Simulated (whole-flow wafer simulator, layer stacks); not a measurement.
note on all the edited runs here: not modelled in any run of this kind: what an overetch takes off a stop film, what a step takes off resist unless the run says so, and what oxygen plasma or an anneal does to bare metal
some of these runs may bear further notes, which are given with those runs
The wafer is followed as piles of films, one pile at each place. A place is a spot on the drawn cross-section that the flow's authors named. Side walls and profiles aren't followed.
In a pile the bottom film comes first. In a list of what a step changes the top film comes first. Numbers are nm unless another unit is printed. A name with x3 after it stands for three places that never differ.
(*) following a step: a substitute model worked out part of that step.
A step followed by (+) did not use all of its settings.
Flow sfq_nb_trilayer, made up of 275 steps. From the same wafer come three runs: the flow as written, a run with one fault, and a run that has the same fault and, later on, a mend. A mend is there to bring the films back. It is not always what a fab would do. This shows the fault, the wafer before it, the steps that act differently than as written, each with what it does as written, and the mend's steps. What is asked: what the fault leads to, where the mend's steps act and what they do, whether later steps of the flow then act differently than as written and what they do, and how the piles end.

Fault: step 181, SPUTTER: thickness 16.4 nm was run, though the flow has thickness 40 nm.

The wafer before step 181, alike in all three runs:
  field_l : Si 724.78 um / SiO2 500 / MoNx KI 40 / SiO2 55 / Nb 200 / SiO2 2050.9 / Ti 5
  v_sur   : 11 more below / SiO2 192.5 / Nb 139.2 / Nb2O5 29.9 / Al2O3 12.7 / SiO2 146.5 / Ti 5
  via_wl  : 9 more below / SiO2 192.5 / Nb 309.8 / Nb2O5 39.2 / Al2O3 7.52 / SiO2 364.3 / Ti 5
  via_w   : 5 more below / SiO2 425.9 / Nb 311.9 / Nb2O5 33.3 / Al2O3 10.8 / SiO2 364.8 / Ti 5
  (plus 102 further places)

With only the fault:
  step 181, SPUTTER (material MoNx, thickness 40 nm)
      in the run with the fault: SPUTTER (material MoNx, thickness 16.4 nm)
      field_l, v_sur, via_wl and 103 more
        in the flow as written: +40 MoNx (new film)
        in the run with the fault: +16.4 MoNx (new film)
  Steps later in the flow that act otherwise than as written (11 more steps, not shown, differ only slightly: by at most 2% or 0.5 nm, whichever is larger):
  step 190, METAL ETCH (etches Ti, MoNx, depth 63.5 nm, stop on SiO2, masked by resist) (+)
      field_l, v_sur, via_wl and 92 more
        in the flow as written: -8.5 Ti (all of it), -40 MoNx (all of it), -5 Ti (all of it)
        in the run with the fault: -8.5 Ti (all of it), -16.4 MoNx (all of it), -5 Ti (all of it)
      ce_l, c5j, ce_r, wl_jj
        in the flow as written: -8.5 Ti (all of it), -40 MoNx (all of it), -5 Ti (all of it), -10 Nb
        in the run with the fault: -8.5 Ti (all of it), -16.4 MoNx (all of it), -5 Ti (all of it), -33.6 Nb
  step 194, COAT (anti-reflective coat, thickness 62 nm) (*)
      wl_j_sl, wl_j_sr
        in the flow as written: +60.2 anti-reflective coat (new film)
        in the run with the fault: +56.5 anti-reflective coat (new film)
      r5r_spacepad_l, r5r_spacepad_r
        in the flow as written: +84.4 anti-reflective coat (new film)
        in the run with the fault: +74.3 anti-reflective coat (new film)
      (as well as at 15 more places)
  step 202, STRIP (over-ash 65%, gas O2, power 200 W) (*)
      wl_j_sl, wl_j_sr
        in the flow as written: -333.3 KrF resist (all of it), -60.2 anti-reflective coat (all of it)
        in the run with the fault: -333.4 KrF resist (all of it), -56.5 anti-reflective coat (all of it)
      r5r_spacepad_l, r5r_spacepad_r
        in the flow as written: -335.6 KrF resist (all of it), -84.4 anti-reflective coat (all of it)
        in the run with the fault: -334.7 KrF resist (all of it), -74.3 anti-reflective coat (all of it)
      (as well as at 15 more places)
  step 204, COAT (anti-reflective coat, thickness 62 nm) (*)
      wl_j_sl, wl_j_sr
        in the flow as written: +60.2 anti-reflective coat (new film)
        in the run with the fault: +56.5 anti-reflective coat (new film)
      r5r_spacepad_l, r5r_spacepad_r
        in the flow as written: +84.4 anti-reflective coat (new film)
        in the run with the fault: +74.3 anti-reflective coat (new film)
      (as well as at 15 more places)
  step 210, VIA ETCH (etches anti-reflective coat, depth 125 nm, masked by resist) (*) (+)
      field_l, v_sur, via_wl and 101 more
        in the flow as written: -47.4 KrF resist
        in the run with the fault: -49 KrF resist
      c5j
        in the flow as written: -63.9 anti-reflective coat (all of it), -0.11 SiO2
        in the run with the fault: -70.3 anti-reflective coat (all of it), -0.09 SiO2
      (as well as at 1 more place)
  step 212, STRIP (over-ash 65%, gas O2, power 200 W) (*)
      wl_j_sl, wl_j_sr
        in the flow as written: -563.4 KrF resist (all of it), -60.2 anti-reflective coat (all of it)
        in the run with the fault: -561.7 KrF resist (all of it), -56.5 anti-reflective coat (all of it)
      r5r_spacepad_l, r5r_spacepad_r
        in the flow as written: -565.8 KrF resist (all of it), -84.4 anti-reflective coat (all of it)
        in the run with the fault: -563 KrF resist (all of it), -74.3 anti-reflective coat (all of it)
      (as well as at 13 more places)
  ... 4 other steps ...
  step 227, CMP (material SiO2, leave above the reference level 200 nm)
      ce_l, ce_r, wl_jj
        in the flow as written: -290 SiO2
        in the run with the fault: -266.4 SiO2
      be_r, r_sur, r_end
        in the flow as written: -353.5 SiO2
        in the run with the fault: -329.9 SiO2
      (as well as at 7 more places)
  The piles end different from the flow's at ce_l, c5j, ce_r and 8 more by more than 2% or 0.5 nm, whichever is larger.
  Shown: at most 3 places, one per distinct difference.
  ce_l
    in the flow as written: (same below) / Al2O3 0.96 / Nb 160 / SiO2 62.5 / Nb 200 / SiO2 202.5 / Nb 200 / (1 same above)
    in the run with the fault: (same below) / Al2O3 0.96 / Nb 136.4 / SiO2 62.5 / Nb 200 / SiO2 226.1 / Nb 200 / (1 same above)
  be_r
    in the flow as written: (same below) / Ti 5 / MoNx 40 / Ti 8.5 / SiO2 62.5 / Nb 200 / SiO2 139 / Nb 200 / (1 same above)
    in the run with the fault: (same below) / Ti 5 / MoNx 16.4 / Ti 8.5 / SiO2 62.5 / Nb 200 / SiO2 162.6 / Nb 200 / (1 same above)
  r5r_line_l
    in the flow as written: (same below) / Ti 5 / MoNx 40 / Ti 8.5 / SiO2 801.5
    in the run with the fault: (same below) / Ti 5 / MoNx 16.4 / Ti 8.5 / SiO2 825.1

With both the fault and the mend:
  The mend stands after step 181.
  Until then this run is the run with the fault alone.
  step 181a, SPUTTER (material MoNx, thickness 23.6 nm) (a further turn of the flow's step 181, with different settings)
      field_l, v_sur, via_wl and 103 more
        +23.6 MoNx
  Later steps of the flow that are run all act as written at every place that is followed.
  The piles end the same as the flow's at every place that both follow.
